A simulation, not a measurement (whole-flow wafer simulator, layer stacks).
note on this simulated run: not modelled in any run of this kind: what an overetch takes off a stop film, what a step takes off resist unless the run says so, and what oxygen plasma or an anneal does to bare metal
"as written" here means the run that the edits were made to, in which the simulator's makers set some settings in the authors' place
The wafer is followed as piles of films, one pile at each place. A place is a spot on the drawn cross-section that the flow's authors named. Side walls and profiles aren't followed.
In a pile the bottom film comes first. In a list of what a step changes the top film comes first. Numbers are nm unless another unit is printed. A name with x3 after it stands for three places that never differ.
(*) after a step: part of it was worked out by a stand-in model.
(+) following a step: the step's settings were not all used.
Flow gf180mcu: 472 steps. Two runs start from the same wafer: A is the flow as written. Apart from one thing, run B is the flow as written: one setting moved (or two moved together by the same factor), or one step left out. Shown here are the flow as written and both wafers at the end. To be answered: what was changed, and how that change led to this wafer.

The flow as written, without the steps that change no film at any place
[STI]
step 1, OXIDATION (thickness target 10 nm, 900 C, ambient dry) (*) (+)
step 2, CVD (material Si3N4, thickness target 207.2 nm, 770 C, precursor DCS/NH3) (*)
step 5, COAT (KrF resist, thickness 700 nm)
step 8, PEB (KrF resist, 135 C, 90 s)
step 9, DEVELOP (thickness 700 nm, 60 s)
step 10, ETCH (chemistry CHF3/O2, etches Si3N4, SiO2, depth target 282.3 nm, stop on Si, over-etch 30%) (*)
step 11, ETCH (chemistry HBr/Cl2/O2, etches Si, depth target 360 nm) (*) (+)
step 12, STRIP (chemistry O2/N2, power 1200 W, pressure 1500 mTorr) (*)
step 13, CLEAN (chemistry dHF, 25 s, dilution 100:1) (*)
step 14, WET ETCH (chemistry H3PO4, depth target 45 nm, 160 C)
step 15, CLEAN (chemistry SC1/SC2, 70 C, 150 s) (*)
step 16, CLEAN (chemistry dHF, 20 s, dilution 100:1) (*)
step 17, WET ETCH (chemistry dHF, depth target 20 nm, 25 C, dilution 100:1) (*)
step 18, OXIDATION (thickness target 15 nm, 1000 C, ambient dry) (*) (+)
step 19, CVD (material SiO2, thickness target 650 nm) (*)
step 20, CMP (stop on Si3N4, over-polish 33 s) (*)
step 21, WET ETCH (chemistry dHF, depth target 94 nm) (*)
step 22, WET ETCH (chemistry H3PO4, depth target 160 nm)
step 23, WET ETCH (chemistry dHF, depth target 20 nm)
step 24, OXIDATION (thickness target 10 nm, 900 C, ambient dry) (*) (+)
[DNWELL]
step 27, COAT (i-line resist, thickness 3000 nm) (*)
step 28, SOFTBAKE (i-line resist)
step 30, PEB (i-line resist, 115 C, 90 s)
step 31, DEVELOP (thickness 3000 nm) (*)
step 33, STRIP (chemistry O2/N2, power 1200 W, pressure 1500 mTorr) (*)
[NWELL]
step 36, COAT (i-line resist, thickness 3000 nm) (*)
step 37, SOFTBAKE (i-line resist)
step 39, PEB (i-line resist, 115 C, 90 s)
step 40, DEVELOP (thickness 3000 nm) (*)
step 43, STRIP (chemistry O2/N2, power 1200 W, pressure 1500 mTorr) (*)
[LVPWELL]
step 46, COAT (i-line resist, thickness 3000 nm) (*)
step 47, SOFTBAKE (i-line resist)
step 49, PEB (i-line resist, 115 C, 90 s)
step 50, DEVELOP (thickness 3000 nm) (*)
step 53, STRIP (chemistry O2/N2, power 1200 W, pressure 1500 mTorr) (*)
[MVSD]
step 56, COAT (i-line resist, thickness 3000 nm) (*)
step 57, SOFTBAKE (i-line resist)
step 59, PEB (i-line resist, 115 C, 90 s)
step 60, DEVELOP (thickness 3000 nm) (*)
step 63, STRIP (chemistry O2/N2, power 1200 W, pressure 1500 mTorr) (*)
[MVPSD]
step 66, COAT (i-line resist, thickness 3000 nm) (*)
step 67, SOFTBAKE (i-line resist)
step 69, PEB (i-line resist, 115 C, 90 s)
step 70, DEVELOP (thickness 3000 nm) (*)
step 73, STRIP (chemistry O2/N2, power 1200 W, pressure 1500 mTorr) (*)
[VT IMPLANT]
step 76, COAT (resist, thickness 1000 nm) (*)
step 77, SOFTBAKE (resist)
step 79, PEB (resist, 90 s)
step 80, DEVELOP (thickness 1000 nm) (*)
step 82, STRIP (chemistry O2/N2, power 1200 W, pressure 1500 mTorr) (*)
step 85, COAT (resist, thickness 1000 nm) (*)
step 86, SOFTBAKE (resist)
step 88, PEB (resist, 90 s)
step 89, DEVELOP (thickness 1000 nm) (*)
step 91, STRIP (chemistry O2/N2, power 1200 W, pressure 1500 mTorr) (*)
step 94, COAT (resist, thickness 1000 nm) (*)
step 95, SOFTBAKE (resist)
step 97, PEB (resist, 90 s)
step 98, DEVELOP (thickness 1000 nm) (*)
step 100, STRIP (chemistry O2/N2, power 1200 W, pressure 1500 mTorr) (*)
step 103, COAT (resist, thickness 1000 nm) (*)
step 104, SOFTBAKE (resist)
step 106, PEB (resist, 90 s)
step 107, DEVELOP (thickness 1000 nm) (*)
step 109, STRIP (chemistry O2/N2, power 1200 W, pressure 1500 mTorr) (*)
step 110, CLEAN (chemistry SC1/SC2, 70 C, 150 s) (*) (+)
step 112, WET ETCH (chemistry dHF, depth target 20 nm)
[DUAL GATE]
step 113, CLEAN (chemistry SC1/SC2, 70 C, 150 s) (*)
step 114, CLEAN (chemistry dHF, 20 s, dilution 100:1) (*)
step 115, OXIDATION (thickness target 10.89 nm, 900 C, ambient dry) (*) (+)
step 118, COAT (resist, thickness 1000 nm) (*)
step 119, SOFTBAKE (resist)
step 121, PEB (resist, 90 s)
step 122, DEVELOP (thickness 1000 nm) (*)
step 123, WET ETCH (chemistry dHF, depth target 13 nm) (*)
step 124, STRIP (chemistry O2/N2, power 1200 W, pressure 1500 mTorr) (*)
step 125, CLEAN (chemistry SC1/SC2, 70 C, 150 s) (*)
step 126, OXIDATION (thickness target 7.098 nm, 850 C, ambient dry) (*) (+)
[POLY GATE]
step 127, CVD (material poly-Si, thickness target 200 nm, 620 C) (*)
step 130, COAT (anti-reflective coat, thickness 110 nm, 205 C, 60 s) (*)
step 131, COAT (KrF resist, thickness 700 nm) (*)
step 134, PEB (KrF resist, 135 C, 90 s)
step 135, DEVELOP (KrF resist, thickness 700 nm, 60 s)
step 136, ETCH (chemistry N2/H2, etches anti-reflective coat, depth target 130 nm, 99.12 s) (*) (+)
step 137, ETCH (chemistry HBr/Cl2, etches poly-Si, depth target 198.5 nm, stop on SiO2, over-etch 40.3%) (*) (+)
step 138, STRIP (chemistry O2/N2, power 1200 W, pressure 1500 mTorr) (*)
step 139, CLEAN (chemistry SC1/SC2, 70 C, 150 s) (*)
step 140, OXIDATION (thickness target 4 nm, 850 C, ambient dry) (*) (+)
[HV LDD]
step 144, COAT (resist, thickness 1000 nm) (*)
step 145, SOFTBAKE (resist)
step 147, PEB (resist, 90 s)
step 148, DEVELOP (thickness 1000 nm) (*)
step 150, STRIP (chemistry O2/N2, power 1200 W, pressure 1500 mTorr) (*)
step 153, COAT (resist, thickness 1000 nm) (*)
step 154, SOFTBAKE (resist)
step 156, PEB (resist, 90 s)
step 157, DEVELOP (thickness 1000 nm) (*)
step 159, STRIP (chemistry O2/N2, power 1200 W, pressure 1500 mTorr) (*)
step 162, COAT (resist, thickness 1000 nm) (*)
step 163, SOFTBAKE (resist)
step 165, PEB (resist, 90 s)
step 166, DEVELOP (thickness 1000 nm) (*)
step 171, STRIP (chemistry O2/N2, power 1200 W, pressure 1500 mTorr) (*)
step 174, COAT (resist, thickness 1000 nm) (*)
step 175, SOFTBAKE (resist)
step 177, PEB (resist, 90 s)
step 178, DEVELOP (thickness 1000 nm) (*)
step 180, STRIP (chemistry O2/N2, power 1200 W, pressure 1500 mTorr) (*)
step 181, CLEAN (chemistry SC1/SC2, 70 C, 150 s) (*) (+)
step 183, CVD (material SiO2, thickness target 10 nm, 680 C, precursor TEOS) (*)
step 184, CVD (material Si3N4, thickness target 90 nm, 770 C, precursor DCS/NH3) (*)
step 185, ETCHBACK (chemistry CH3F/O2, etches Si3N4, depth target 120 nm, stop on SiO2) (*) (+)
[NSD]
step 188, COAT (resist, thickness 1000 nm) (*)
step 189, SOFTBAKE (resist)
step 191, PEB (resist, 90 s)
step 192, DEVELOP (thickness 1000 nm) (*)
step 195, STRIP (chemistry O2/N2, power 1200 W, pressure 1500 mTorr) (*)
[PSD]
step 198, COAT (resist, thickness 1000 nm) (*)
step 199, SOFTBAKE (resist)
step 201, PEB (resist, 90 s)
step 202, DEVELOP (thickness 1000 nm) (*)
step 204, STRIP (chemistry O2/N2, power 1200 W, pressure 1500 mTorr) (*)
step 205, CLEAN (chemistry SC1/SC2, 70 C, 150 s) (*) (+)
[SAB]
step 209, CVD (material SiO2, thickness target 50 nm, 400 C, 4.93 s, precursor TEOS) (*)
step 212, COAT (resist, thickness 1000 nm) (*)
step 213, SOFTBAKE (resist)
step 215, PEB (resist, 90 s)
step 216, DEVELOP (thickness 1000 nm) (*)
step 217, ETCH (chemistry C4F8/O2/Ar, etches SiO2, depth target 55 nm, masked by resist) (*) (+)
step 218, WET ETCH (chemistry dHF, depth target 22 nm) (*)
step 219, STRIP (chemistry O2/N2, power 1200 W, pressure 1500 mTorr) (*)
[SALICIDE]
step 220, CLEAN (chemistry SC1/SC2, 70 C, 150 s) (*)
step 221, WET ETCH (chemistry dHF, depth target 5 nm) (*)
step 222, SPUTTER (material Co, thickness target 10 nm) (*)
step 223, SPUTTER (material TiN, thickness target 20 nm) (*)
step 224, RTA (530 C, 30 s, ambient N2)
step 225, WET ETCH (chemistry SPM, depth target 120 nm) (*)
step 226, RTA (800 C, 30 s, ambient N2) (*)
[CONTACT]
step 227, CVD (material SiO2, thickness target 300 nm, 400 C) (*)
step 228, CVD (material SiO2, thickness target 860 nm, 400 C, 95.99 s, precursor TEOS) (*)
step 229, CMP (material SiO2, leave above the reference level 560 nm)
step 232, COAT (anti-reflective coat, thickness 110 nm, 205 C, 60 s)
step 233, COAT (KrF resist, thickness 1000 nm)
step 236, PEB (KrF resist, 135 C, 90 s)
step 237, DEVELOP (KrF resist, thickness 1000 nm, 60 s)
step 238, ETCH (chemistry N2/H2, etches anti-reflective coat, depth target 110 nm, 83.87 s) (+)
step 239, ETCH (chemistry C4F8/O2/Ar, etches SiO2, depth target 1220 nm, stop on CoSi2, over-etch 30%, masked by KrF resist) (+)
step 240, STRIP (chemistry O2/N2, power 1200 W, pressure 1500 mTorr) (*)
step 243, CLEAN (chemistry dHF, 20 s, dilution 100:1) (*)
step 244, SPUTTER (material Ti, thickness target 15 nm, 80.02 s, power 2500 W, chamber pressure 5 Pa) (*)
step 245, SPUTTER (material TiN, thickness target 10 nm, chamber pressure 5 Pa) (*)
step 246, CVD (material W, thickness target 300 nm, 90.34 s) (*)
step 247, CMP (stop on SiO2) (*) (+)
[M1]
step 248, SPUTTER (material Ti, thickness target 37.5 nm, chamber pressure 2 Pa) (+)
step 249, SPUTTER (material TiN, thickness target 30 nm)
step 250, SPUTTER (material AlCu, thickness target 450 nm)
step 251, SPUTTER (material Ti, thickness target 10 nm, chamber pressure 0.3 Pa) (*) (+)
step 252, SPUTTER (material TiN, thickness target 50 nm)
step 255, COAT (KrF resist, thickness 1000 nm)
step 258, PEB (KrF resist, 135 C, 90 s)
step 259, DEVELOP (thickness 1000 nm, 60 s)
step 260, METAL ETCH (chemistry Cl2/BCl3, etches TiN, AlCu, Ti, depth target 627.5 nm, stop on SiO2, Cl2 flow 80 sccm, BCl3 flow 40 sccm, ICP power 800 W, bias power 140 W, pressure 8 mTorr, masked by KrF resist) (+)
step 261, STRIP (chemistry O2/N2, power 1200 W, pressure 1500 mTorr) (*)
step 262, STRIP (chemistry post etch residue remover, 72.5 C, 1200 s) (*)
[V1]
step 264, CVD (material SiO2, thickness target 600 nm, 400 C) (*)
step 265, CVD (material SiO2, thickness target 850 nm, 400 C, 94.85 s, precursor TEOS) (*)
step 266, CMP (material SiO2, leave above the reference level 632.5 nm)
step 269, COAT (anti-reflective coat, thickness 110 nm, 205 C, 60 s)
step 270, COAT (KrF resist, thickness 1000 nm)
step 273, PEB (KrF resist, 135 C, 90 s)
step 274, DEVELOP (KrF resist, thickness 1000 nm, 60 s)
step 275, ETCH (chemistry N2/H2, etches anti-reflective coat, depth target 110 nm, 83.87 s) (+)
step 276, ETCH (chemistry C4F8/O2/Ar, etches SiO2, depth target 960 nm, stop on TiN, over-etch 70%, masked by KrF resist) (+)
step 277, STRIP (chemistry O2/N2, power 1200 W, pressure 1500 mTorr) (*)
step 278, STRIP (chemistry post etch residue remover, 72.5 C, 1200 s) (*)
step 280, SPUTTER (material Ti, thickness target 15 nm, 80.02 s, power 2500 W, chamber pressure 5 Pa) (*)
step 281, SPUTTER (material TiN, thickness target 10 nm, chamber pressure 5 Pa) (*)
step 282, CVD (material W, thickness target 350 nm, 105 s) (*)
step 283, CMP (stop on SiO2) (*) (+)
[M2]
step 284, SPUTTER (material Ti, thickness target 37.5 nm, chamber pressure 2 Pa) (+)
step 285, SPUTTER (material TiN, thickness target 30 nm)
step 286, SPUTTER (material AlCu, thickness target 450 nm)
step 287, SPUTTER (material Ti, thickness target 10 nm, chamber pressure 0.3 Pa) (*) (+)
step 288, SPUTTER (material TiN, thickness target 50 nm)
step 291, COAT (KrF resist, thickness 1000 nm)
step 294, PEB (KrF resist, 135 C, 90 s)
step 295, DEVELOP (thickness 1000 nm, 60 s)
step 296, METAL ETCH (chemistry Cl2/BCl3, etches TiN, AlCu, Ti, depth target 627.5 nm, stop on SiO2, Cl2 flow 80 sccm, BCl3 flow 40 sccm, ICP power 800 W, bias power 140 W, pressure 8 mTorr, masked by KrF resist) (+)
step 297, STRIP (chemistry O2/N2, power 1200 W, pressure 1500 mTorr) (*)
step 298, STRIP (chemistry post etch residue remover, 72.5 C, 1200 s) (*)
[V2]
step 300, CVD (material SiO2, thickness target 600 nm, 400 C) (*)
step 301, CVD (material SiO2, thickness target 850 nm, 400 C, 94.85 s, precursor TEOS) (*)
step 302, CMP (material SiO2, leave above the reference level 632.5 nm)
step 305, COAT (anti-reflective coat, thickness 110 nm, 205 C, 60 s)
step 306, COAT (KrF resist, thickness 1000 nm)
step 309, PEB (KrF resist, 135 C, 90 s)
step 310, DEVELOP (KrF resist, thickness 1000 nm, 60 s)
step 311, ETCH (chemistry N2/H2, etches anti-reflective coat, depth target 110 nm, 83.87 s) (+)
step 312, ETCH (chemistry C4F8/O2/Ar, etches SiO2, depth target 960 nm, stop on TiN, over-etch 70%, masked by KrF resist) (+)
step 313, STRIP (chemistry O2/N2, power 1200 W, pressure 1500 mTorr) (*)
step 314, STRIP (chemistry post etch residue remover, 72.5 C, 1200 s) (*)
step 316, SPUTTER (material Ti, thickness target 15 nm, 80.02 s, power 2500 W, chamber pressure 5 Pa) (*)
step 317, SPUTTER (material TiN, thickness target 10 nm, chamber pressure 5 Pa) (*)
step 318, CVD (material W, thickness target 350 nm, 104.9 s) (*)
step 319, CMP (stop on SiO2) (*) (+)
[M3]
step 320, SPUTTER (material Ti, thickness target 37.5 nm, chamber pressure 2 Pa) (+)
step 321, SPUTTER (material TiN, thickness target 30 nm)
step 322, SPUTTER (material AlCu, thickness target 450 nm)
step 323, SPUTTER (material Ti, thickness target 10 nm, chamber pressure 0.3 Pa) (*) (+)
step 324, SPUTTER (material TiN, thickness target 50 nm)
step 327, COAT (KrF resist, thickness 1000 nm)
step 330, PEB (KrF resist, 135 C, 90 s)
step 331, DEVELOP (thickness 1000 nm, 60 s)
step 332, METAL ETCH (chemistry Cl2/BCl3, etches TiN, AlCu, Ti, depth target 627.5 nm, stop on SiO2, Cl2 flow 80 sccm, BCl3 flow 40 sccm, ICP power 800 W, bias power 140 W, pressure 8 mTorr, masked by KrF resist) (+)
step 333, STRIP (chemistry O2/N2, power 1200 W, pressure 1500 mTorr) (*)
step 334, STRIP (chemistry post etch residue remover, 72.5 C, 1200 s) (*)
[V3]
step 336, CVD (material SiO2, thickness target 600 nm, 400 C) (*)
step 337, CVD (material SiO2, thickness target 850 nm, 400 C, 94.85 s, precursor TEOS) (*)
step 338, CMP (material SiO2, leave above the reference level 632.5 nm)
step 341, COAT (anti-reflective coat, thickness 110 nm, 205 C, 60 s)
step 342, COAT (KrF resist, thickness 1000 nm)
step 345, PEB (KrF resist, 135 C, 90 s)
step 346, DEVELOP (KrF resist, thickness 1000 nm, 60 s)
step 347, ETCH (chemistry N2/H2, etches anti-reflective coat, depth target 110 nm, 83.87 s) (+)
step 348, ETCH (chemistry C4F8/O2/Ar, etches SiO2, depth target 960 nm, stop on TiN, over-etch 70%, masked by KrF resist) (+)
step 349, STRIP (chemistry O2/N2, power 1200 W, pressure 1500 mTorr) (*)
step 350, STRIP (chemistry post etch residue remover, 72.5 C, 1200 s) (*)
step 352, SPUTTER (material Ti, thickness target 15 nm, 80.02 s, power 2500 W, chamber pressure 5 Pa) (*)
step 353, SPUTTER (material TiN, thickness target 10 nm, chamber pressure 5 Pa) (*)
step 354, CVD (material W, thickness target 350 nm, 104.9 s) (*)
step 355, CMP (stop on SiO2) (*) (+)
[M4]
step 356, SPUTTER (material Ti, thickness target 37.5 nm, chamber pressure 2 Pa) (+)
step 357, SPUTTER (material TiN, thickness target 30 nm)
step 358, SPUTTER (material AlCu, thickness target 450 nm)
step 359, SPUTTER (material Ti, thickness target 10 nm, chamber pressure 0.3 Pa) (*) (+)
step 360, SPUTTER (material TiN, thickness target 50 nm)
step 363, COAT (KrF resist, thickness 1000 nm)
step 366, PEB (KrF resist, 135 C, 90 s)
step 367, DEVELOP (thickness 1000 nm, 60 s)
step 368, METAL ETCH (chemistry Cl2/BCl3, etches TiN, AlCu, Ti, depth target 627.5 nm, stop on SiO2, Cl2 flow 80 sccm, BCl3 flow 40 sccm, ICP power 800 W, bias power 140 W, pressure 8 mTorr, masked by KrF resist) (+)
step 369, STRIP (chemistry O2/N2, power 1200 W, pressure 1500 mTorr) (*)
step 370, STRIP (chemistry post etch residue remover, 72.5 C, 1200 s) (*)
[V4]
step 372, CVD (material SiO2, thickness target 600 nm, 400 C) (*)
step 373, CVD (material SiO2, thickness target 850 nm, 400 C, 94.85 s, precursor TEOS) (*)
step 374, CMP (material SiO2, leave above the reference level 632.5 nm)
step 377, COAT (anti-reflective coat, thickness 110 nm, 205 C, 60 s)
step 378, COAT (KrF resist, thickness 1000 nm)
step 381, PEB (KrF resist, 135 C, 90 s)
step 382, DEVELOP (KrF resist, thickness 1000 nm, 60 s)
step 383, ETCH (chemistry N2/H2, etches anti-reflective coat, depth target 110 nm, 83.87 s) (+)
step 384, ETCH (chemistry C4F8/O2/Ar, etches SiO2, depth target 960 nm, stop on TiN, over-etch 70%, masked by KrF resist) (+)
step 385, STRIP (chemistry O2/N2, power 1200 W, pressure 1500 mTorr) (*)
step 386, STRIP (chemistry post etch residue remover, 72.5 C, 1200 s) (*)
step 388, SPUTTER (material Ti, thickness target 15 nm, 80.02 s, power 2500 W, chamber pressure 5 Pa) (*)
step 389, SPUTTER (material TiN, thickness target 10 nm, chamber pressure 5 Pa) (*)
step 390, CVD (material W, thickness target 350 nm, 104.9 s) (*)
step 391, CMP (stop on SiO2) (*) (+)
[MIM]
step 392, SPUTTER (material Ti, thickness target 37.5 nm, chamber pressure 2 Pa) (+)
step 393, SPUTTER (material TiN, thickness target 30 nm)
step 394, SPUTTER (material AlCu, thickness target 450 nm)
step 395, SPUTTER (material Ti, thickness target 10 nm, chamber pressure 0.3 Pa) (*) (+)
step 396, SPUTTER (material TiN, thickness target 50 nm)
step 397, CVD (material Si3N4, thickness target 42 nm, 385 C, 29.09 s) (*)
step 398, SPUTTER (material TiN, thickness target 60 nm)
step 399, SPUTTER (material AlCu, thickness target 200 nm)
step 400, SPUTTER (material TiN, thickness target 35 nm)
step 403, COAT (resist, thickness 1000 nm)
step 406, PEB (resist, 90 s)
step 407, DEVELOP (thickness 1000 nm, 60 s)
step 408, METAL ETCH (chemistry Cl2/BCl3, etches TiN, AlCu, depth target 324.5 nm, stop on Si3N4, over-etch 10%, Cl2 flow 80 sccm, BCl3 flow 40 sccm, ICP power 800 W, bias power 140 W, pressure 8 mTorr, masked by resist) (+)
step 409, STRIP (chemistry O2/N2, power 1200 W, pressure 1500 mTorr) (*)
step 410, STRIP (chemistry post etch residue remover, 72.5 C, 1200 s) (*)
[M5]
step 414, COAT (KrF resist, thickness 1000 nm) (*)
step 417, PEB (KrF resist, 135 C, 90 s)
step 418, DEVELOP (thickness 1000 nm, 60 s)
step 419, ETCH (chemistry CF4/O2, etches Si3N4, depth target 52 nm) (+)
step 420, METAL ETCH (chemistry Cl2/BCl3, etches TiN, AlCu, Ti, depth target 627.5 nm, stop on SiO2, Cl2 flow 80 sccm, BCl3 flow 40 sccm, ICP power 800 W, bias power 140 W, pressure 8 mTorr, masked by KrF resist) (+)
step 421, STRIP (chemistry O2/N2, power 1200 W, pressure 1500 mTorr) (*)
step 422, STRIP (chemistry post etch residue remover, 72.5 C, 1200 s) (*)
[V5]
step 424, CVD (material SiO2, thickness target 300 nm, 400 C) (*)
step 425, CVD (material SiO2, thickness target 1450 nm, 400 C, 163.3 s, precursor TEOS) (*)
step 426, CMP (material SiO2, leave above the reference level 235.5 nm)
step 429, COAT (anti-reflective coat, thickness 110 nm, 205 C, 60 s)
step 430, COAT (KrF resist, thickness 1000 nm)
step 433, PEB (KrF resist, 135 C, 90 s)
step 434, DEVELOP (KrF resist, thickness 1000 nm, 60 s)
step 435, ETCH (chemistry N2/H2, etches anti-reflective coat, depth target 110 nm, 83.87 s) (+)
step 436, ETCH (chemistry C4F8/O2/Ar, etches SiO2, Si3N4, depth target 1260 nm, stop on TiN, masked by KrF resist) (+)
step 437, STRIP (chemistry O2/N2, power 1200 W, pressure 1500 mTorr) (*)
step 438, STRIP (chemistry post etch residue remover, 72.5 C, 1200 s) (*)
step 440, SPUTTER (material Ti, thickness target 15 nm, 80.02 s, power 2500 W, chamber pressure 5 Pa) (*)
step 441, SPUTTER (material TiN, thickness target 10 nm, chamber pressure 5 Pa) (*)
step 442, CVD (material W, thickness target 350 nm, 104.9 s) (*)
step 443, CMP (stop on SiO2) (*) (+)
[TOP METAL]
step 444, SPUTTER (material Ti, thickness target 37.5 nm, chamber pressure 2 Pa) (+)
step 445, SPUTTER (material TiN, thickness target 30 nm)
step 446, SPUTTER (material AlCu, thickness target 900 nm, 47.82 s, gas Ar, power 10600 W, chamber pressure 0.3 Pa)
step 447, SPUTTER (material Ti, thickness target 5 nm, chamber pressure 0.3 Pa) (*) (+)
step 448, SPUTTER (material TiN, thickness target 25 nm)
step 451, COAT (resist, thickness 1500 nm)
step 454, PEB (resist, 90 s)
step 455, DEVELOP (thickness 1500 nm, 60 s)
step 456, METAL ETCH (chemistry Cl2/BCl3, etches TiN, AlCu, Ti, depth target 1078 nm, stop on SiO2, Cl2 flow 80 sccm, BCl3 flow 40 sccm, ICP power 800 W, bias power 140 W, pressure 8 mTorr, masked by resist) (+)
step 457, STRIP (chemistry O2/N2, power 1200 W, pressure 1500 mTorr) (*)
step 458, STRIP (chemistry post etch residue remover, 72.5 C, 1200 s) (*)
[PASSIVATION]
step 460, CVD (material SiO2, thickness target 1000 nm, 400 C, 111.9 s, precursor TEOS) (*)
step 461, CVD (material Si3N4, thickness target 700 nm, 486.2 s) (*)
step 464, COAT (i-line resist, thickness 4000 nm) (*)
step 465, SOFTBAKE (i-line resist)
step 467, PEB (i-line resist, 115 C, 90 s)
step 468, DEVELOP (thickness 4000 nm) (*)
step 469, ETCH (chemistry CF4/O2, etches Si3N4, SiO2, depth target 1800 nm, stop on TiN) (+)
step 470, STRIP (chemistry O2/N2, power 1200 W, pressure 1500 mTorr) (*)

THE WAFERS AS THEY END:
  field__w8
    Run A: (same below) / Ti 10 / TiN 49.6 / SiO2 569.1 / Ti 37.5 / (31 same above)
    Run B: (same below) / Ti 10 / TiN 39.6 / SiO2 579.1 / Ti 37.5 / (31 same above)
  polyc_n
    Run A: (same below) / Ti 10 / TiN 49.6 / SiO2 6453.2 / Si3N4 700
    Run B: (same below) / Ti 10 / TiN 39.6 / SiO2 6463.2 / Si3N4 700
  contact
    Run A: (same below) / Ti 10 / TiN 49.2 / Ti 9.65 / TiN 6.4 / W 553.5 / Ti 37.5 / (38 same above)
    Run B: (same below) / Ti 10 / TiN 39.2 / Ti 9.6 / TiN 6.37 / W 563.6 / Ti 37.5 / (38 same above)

What caused this: step 252, SPUTTER: thickness target 40 nm was run, while the flow as written has thickness target 50 nm.

How this came from the change, step by step:
  step 252, SPUTTER (material TiN, thickness target 50 nm)
      field, field__w1, field__w2 and 108 more: A TiN gains 50 (new film) | B TiN gains 40 (new film)
  step 260, METAL ETCH (chemistry Cl2/BCl3, etches TiN, AlCu, Ti, depth target 627.5 nm, stop on SiO2, Cl2 flow 80 sccm, BCl3 flow 40 sccm, ICP power 800 W, bias power 140 W, pressure 8 mTorr, masked by KrF resist) (+)
      field, field__w1, field__w2 and 99 more: A TiN loses 50 (all of it), Ti loses 10 (all of it), AlCu loses 450 (all of it), TiN loses 30 (all of it), Ti loses 37.5 (all of it) | B TiN loses 40 (all of it), Ti loses 10 (all of it), AlCu loses 450 (all of it), TiN loses 30 (all of it), Ti loses 37.5 (all of it)
